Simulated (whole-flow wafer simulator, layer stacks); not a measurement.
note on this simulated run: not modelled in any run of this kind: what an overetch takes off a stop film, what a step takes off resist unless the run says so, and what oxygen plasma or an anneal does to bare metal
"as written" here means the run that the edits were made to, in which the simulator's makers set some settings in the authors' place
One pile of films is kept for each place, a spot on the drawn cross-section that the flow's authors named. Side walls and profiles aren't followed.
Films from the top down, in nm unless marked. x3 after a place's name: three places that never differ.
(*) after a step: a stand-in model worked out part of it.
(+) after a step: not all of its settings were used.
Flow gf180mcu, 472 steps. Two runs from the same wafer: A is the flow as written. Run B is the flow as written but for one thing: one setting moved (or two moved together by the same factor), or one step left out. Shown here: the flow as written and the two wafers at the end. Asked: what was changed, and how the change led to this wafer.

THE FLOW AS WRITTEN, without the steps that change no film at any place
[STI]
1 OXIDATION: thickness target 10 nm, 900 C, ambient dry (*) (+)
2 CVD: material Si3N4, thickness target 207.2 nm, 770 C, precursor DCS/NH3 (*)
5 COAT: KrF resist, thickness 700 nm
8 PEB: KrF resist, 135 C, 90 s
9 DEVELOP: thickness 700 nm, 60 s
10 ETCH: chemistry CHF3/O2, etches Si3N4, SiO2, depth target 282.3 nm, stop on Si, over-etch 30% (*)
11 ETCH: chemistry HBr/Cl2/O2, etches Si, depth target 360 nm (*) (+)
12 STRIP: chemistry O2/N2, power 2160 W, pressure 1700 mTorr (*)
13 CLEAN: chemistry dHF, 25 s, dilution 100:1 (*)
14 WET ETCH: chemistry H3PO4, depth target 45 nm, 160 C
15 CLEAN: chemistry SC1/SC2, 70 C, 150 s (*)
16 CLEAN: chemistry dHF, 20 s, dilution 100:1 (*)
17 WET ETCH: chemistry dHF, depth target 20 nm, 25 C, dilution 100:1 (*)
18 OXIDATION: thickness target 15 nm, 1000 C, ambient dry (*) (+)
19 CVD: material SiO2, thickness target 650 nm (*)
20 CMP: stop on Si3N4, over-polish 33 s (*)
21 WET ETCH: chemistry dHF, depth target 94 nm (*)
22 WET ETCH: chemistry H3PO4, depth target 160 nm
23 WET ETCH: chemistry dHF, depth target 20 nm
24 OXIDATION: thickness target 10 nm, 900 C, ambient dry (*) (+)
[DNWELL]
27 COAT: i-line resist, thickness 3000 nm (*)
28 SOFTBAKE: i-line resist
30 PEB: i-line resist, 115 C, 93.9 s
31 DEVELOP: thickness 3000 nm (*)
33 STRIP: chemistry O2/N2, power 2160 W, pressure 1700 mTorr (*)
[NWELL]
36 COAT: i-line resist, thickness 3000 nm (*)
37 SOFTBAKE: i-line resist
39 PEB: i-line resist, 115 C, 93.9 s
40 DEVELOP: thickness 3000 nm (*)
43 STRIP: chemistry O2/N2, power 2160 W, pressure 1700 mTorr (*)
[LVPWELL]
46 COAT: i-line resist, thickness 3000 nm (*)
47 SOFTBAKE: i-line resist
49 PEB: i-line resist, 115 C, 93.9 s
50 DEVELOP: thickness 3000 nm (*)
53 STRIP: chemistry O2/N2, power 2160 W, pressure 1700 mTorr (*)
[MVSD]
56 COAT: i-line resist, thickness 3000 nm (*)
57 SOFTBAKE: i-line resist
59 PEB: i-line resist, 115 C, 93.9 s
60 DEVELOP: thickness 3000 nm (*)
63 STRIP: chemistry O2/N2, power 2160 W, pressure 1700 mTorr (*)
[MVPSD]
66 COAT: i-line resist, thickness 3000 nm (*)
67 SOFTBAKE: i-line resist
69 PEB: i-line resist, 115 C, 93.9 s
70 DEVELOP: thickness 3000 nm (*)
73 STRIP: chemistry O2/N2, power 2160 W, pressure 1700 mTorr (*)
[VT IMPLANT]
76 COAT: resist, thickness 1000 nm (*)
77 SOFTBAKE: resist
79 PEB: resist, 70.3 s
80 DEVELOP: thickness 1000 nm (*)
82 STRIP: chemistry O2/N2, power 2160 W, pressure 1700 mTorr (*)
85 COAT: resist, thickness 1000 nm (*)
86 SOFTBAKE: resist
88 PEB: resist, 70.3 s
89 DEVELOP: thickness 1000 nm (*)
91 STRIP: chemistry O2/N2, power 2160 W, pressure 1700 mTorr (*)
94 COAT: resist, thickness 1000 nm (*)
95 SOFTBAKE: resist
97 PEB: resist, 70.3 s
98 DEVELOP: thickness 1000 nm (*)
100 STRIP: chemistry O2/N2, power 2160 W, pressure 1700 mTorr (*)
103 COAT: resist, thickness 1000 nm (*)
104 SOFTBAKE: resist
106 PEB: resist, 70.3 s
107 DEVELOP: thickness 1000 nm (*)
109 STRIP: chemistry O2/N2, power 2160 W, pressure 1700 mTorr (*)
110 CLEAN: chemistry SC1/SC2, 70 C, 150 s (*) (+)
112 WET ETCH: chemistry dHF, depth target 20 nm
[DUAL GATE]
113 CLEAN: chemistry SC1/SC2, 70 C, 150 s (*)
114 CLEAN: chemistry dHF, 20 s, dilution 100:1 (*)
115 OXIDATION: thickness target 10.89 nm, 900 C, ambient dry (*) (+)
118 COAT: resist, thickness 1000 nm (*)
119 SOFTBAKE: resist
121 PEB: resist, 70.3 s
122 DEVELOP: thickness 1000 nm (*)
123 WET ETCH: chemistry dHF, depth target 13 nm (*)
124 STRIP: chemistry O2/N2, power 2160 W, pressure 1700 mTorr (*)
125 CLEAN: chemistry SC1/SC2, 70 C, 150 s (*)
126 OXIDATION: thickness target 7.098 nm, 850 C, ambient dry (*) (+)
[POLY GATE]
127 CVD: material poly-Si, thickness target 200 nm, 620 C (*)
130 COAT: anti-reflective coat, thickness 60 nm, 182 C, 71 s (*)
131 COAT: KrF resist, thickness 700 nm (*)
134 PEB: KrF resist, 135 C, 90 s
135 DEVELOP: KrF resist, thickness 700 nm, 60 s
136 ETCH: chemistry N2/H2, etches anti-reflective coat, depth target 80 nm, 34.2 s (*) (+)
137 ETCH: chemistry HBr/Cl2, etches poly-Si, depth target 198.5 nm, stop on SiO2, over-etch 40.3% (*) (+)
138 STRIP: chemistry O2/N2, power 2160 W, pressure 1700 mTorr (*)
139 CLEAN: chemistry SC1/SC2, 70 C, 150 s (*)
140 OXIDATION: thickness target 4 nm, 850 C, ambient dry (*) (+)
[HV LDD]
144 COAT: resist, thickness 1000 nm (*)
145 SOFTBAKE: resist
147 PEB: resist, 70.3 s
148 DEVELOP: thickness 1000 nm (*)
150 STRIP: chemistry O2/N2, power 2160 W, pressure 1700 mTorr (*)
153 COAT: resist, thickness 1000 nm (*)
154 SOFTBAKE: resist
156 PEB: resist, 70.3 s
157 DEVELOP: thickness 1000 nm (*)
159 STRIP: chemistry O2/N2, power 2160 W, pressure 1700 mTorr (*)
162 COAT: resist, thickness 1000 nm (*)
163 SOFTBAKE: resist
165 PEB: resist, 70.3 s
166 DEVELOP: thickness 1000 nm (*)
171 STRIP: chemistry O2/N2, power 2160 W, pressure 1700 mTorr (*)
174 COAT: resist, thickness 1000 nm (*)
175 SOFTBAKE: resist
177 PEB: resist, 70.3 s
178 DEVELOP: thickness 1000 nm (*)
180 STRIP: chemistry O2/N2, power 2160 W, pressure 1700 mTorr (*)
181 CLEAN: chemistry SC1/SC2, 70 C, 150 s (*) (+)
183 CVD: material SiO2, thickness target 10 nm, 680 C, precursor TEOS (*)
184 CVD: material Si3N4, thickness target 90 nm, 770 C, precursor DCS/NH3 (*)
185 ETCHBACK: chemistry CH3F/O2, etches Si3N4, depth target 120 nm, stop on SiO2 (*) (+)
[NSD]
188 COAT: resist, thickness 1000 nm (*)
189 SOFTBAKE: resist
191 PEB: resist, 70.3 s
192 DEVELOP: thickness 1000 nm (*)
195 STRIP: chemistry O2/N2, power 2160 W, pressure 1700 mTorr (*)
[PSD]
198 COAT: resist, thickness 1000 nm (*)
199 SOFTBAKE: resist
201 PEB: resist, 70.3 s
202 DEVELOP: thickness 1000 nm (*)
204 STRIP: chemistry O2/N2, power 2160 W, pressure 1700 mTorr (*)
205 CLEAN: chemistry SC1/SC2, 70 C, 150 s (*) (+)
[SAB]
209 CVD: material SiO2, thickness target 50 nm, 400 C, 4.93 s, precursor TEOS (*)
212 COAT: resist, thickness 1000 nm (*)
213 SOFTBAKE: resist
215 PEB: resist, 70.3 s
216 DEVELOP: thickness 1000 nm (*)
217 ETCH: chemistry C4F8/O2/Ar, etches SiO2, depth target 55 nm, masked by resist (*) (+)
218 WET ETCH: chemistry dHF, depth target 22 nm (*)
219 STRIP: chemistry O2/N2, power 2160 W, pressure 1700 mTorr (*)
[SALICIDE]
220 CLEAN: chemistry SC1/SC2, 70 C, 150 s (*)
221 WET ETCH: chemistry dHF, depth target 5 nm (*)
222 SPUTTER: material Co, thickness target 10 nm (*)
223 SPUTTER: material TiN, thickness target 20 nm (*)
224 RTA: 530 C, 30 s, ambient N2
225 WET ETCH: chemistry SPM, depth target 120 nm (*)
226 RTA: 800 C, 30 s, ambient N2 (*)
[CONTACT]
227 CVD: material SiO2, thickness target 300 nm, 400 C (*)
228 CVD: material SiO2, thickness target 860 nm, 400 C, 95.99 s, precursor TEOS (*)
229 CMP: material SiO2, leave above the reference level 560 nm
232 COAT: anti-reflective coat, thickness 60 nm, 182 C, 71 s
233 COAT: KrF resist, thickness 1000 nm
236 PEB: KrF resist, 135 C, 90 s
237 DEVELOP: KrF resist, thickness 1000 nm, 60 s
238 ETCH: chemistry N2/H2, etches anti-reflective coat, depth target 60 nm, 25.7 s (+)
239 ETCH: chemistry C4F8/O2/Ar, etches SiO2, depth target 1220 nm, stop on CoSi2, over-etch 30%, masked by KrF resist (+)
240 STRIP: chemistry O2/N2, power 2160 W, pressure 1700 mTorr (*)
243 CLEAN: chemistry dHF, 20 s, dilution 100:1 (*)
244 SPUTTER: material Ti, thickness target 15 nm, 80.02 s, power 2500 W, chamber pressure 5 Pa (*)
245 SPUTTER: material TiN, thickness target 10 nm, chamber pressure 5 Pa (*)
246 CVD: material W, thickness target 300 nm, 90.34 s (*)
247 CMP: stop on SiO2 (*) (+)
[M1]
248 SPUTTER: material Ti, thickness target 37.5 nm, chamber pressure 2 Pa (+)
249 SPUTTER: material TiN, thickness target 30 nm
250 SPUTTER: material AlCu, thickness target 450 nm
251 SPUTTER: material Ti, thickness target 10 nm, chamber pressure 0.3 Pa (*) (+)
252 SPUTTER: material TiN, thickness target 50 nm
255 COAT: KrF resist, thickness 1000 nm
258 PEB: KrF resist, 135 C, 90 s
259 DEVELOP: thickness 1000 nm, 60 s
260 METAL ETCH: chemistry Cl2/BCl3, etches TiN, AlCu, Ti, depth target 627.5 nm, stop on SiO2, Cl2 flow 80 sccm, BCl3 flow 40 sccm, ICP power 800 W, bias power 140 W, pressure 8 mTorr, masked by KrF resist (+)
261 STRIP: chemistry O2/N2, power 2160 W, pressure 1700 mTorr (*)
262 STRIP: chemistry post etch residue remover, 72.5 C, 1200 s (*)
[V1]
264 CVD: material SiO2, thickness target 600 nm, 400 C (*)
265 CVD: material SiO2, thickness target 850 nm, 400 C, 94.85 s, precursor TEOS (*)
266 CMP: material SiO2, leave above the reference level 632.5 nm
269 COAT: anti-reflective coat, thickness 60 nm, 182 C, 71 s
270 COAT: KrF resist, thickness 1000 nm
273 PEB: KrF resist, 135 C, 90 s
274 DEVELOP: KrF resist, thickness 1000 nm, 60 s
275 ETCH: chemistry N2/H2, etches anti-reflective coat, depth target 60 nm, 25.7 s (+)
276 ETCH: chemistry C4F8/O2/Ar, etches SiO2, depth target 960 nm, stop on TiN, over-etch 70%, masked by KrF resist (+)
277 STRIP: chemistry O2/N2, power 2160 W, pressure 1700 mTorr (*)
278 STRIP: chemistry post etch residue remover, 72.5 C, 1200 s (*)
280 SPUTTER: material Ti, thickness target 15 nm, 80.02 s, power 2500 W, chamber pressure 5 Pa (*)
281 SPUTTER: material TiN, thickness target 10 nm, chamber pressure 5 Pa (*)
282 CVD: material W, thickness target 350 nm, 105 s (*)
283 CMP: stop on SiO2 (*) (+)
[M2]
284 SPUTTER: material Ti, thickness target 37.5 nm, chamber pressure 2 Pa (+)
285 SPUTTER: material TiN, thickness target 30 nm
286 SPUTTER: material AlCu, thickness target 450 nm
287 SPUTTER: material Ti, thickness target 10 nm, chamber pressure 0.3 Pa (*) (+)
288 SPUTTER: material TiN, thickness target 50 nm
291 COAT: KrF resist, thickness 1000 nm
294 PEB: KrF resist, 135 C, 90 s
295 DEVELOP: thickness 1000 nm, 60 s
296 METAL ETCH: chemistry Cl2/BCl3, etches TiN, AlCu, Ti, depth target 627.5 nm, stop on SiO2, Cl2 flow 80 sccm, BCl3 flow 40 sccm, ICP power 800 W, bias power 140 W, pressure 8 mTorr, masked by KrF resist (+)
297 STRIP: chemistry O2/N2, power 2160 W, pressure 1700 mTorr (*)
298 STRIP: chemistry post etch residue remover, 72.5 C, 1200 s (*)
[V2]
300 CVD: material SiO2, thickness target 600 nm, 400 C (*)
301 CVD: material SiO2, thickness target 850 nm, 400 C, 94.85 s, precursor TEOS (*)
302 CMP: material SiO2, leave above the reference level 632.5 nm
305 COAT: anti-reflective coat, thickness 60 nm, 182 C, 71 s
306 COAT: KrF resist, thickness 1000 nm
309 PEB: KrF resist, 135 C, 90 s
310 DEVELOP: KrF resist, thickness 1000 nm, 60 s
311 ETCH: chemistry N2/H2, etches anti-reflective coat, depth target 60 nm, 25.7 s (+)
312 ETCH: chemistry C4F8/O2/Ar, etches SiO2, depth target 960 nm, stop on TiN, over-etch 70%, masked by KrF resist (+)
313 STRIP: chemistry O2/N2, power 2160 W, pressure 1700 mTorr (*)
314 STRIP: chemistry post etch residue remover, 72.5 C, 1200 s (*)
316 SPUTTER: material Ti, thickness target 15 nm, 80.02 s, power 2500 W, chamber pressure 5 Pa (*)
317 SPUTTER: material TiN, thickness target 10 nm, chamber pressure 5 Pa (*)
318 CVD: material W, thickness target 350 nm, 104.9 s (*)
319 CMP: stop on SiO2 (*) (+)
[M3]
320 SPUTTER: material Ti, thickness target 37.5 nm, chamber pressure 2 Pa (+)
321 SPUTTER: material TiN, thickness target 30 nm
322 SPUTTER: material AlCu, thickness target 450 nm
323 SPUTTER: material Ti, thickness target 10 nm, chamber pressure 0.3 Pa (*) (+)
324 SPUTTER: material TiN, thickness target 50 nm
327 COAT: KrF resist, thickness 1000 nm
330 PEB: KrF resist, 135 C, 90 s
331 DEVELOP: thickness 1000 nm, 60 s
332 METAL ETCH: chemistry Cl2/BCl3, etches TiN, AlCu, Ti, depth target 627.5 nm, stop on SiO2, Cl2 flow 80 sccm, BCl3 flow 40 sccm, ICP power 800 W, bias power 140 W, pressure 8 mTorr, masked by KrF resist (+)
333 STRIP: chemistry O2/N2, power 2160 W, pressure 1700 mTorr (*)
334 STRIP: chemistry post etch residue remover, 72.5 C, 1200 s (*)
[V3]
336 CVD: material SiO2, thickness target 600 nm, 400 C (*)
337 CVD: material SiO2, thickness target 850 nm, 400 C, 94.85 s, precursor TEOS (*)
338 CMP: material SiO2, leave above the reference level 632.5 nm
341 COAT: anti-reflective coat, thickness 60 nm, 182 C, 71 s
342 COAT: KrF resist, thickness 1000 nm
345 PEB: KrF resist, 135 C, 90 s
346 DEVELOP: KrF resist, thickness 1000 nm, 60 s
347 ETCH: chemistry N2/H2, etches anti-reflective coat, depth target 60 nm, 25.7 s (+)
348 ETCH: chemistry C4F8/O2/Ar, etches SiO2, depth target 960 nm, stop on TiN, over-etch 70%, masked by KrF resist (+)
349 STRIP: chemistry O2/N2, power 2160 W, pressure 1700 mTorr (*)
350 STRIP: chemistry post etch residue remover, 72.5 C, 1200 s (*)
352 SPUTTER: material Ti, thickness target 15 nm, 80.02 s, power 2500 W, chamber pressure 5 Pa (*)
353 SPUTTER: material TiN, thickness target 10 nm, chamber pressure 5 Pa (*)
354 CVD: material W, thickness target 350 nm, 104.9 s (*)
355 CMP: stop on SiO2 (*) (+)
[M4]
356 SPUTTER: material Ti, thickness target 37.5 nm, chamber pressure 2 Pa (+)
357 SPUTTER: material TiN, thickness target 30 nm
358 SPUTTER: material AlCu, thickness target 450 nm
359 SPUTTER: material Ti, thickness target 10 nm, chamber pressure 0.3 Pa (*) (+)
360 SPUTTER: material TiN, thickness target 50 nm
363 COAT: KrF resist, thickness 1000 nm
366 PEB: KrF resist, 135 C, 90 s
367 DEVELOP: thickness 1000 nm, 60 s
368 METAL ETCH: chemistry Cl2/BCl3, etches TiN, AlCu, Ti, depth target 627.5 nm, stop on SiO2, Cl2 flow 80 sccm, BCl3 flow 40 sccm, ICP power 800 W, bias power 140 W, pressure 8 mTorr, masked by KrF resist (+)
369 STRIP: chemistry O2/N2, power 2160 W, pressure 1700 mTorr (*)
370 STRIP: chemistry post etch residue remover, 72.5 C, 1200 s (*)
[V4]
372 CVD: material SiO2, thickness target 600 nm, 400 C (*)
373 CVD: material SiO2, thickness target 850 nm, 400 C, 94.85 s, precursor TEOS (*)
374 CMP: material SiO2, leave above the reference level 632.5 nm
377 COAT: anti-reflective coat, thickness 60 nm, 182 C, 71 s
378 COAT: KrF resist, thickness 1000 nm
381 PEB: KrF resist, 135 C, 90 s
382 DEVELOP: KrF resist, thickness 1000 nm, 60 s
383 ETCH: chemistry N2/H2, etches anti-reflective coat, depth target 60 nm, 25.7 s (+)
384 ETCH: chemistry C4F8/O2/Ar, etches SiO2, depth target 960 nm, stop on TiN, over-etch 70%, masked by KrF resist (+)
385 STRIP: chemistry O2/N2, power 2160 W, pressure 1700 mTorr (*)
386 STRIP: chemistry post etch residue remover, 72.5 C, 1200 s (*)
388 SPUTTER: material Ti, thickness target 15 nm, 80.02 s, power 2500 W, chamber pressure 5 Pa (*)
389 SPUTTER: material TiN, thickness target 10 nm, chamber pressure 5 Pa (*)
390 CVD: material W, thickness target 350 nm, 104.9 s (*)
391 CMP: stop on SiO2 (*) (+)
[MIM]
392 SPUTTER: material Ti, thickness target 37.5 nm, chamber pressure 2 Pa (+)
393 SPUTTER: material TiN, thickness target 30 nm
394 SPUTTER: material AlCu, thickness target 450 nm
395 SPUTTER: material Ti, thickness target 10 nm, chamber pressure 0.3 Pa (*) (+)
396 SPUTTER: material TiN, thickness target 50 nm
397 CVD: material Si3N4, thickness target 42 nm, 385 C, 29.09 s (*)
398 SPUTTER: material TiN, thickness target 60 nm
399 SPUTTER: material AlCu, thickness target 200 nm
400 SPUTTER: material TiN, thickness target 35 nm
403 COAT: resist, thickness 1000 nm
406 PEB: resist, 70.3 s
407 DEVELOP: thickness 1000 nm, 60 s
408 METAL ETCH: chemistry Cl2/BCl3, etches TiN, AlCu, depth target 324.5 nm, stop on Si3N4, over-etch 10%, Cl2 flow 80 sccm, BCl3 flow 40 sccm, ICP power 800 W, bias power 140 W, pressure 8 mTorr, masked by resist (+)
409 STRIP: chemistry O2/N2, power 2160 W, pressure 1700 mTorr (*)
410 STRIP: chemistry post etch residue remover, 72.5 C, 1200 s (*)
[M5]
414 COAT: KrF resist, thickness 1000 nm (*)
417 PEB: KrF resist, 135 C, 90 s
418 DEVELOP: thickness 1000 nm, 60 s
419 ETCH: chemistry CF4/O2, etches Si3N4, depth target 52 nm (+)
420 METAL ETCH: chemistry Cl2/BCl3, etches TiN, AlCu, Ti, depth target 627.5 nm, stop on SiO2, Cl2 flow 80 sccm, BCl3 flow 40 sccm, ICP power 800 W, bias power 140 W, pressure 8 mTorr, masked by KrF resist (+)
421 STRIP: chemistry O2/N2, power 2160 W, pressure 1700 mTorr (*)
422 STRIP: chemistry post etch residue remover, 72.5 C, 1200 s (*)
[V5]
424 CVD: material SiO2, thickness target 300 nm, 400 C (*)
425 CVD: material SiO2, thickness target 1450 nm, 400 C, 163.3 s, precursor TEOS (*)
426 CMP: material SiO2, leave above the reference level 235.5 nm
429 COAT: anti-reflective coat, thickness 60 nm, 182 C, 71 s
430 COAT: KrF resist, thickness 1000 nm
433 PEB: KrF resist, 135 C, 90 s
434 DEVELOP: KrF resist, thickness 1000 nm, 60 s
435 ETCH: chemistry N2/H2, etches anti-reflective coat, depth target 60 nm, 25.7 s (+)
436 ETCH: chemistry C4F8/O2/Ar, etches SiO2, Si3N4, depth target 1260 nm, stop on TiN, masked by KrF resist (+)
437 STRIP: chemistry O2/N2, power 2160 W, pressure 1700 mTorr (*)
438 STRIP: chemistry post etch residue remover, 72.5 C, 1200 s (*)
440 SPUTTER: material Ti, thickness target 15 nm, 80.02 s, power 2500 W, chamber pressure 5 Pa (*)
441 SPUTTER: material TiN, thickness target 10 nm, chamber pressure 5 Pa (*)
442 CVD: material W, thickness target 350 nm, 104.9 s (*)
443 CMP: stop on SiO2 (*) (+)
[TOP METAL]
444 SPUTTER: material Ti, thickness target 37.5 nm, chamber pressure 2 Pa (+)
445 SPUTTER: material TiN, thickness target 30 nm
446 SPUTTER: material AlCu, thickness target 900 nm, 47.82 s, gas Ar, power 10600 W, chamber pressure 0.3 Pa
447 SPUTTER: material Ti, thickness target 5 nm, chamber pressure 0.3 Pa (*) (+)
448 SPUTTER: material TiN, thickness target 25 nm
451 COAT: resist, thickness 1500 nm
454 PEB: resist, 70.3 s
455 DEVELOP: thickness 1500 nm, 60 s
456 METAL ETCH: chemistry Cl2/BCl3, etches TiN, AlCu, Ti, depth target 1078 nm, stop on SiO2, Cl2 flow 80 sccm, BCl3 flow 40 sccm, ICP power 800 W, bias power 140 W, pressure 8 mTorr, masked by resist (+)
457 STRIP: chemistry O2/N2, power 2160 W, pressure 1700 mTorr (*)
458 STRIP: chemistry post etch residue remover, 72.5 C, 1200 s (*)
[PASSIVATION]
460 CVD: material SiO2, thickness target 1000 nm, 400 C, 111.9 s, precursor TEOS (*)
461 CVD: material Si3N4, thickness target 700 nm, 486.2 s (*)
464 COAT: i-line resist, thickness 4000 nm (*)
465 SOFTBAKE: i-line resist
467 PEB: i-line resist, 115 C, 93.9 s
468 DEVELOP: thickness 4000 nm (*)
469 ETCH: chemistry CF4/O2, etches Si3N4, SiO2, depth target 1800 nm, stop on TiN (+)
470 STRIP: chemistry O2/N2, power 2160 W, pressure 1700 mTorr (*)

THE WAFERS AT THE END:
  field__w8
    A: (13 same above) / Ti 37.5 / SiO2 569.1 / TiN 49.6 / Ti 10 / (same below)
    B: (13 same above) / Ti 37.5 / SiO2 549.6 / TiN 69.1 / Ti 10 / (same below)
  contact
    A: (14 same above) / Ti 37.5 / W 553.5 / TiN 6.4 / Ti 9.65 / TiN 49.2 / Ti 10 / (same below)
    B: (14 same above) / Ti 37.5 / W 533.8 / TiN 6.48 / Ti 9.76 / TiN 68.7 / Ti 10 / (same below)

The cause: step 360, SPUTTER: thickness target 69.5 nm was run, where the flow has thickness target 50 nm.

How the change led to this, step by step:
  360 SPUTTER: material TiN, thickness target 50 nm
      field, field__w1, field__w2 and 108 more: A TiN +50 (new film) | B TiN +69.5 (new film)
  368 METAL ETCH: chemistry Cl2/BCl3, etches TiN, AlCu, Ti, depth target 627.5 nm, stop on SiO2, Cl2 flow 80 sccm, BCl3 flow 40 sccm, ICP power 800 W, bias power 140 W, pressure 8 mTorr, masked by KrF resist (+)
      field, field__w1, field__w2 and 103 more: A TiN -50 (all of it), Ti -10 (all of it), AlCu -450 (all of it), TiN -30 (all of it), Ti -37.5 (all of it) | B TiN -69.5 (all of it), Ti -10 (all of it), AlCu -450 (all of it), TiN -30 (all of it), Ti -37.5 (all of it)
  374 CMP: material SiO2, leave above the reference level 632.5 nm
      field__w8, contact, m1, m1__w1, m1_nw: A SiO2 -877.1 | B SiO2 -896.6
  384 ETCH: chemistry C4F8/O2/Ar, etches SiO2, depth target 960 nm, stop on TiN, over-etch 70%, masked by KrF resist (+)
      field, field__w1, field__w2 and 107 more: A KrF resist -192 | B KrF resist -188
      contact: A SiO2 -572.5 (all of it) | B SiO2 -553 (all of it)
  390 CVD: material W, thickness target 350 nm, 104.9 s (*)
      contact: A W +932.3 (new film) | B W +912.6 (new film)
